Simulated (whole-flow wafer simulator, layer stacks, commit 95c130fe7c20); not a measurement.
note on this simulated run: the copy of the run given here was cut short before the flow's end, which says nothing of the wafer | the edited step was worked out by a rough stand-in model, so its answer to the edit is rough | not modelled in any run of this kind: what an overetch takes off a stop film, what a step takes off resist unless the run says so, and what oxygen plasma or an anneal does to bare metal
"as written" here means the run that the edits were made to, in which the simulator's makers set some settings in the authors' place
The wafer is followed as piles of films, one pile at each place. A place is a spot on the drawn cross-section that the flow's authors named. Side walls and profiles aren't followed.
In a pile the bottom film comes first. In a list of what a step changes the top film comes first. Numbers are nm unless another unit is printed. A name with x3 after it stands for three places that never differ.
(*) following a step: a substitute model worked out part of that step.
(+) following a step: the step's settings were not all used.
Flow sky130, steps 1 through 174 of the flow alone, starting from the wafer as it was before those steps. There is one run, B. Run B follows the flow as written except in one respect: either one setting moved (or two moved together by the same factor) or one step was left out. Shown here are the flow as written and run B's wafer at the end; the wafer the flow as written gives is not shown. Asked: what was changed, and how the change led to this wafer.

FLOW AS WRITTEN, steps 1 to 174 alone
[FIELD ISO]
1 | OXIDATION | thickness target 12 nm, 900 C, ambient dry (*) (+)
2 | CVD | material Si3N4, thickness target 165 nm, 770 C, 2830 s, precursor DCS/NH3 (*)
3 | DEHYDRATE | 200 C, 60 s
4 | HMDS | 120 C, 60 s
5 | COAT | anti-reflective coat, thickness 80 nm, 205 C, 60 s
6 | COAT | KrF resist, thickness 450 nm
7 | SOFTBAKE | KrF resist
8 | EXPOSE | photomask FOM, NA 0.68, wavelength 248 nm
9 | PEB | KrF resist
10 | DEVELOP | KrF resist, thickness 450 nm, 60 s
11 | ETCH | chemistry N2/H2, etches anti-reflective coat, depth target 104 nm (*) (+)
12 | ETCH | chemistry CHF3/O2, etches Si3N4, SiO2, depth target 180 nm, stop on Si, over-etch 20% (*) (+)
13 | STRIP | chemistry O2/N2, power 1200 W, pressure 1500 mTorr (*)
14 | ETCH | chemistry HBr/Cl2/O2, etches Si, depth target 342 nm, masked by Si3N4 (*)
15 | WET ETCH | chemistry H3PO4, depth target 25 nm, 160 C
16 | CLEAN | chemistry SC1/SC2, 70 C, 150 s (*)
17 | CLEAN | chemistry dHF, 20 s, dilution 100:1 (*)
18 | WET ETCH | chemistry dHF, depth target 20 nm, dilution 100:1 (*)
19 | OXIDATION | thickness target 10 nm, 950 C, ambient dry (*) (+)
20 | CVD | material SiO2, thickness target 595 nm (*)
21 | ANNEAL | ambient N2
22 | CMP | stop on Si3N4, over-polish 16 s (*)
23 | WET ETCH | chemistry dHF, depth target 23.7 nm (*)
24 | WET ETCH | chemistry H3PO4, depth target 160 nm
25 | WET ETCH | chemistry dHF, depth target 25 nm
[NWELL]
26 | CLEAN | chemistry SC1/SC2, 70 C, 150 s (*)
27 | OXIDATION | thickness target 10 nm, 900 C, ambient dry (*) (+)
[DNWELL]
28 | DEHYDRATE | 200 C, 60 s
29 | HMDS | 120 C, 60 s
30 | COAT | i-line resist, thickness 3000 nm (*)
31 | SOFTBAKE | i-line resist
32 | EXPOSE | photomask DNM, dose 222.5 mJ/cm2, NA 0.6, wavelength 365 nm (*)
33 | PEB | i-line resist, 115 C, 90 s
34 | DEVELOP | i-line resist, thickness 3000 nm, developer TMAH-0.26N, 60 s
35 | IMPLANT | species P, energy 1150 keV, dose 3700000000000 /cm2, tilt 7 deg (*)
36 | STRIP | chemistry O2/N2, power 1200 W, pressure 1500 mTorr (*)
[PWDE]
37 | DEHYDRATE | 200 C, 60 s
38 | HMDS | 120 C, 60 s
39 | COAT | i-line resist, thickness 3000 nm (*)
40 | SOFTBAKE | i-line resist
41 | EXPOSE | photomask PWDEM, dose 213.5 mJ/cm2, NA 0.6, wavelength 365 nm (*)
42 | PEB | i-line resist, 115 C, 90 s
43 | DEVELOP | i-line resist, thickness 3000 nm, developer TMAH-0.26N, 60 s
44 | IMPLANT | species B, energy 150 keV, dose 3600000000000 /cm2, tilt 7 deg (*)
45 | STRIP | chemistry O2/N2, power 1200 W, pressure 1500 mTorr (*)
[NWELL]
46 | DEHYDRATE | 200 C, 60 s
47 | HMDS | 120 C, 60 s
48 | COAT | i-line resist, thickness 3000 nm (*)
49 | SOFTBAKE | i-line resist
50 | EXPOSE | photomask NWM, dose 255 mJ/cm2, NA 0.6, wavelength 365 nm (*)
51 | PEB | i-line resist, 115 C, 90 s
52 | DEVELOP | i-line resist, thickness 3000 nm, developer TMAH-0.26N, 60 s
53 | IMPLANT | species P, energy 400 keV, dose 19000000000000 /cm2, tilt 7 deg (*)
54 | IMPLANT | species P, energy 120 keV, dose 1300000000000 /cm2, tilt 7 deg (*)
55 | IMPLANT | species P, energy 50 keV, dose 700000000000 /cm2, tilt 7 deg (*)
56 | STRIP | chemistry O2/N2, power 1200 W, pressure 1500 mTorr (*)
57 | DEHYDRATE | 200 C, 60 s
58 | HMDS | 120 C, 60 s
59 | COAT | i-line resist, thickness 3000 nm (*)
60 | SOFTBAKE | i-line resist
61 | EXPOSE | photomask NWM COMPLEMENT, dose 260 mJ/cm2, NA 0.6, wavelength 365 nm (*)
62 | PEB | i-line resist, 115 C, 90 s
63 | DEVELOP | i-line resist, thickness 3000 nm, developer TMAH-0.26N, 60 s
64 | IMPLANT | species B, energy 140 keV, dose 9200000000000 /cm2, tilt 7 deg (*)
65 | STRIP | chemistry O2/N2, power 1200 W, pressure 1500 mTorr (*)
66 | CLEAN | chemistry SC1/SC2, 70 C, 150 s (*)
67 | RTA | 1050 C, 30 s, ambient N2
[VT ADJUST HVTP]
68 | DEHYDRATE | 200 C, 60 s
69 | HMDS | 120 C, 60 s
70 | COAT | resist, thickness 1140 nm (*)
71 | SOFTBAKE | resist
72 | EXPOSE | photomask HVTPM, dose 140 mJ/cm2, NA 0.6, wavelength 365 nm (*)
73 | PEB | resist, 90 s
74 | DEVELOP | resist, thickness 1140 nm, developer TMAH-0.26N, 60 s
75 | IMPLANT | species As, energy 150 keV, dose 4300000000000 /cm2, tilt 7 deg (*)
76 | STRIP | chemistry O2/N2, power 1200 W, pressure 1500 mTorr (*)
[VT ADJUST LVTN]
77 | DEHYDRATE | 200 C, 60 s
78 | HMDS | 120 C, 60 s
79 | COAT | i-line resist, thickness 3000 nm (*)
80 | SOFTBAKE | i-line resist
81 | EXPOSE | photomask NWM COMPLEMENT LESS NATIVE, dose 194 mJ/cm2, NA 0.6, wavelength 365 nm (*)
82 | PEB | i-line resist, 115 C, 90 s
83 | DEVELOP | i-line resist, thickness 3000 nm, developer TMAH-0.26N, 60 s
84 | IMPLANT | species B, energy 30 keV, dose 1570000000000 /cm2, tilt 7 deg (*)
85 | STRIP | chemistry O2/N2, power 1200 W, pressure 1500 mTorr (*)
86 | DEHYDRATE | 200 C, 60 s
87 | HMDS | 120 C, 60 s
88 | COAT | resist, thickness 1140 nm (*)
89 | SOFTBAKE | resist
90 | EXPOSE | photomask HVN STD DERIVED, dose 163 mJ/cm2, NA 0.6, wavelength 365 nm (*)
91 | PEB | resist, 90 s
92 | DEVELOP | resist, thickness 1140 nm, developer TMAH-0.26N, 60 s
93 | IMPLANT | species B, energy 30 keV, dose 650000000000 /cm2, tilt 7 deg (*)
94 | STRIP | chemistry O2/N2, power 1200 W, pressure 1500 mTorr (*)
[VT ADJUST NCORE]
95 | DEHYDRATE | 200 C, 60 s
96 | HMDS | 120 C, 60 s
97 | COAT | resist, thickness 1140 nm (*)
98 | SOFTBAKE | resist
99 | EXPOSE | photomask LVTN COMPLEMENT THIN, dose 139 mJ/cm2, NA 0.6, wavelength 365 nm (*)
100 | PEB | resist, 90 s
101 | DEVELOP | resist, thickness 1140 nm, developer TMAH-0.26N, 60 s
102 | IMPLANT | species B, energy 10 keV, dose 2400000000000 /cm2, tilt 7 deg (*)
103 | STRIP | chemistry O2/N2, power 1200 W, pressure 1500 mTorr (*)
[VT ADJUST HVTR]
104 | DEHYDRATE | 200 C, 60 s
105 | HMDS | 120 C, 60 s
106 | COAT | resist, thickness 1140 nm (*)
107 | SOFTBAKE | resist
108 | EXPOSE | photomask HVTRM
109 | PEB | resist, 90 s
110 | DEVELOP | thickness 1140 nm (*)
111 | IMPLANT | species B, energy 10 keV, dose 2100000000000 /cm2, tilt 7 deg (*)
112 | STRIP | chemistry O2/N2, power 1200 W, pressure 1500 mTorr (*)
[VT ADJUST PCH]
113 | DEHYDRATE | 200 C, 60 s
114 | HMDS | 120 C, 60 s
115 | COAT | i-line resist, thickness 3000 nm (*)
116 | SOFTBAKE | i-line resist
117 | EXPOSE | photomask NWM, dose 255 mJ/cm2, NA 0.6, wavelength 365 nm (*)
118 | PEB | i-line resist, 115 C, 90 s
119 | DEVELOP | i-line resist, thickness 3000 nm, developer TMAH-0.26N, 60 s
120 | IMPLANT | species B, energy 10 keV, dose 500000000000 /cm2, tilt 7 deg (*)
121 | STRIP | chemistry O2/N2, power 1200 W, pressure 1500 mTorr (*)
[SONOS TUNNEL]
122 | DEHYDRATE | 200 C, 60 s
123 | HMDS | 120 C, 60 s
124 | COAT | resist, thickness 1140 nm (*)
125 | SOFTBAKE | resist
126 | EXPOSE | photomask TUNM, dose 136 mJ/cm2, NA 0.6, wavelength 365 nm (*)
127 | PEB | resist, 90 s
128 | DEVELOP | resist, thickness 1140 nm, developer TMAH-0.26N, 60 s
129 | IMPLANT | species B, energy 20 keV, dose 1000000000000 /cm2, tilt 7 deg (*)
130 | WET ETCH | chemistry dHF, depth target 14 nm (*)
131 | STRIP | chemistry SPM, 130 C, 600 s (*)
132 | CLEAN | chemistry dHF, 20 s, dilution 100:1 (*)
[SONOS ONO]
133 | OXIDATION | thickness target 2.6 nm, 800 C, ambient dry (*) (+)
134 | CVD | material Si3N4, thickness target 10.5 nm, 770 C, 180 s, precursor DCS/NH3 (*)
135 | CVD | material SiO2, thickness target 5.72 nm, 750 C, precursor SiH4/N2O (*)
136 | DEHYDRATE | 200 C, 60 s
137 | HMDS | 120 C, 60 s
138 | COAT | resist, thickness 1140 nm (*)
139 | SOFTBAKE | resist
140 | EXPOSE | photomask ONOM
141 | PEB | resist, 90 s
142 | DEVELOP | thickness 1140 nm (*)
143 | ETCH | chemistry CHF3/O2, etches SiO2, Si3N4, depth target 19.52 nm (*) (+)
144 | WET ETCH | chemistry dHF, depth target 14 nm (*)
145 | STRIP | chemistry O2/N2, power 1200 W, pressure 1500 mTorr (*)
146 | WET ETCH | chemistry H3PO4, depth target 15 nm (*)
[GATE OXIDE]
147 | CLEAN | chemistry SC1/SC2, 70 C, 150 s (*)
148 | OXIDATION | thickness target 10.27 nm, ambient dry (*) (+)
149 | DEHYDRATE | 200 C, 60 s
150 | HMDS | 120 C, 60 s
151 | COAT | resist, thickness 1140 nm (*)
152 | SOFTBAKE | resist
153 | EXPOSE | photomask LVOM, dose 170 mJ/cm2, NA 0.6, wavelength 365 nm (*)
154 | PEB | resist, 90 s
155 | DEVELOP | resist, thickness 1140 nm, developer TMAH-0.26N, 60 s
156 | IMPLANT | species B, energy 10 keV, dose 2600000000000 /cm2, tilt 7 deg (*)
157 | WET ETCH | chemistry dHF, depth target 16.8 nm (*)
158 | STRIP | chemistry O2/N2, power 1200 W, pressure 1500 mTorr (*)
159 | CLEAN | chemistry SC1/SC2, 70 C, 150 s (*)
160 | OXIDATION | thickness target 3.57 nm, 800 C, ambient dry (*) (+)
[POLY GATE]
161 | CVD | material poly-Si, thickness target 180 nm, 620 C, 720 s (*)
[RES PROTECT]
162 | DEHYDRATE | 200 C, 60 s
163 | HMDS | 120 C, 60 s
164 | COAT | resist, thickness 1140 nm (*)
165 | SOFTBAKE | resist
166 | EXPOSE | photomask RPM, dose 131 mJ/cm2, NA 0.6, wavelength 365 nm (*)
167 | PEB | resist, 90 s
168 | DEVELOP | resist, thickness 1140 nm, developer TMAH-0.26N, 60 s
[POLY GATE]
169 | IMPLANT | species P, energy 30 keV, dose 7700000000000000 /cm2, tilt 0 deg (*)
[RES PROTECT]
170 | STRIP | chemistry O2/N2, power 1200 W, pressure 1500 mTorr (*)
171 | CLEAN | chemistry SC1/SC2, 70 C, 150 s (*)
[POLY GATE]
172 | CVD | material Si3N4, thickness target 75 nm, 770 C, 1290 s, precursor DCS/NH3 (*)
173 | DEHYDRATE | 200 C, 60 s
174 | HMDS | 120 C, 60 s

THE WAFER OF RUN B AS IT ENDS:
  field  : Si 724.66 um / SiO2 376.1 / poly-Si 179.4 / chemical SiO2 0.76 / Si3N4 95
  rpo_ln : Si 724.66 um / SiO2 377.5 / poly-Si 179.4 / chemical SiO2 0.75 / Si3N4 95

The reason: step 172, CVD: 787 C was run, though the flow has 770 C.

Step by step, how the change led to this:
  172 | CVD | material Si3N4, thickness target 75 nm, 770 C, 1290 s, precursor DCS/NH3 (*)
      field, active, n_well and 187 more: Si3N4 gains 95 (new film) (as written it would have been: Si3N4 gains 75 (new film))
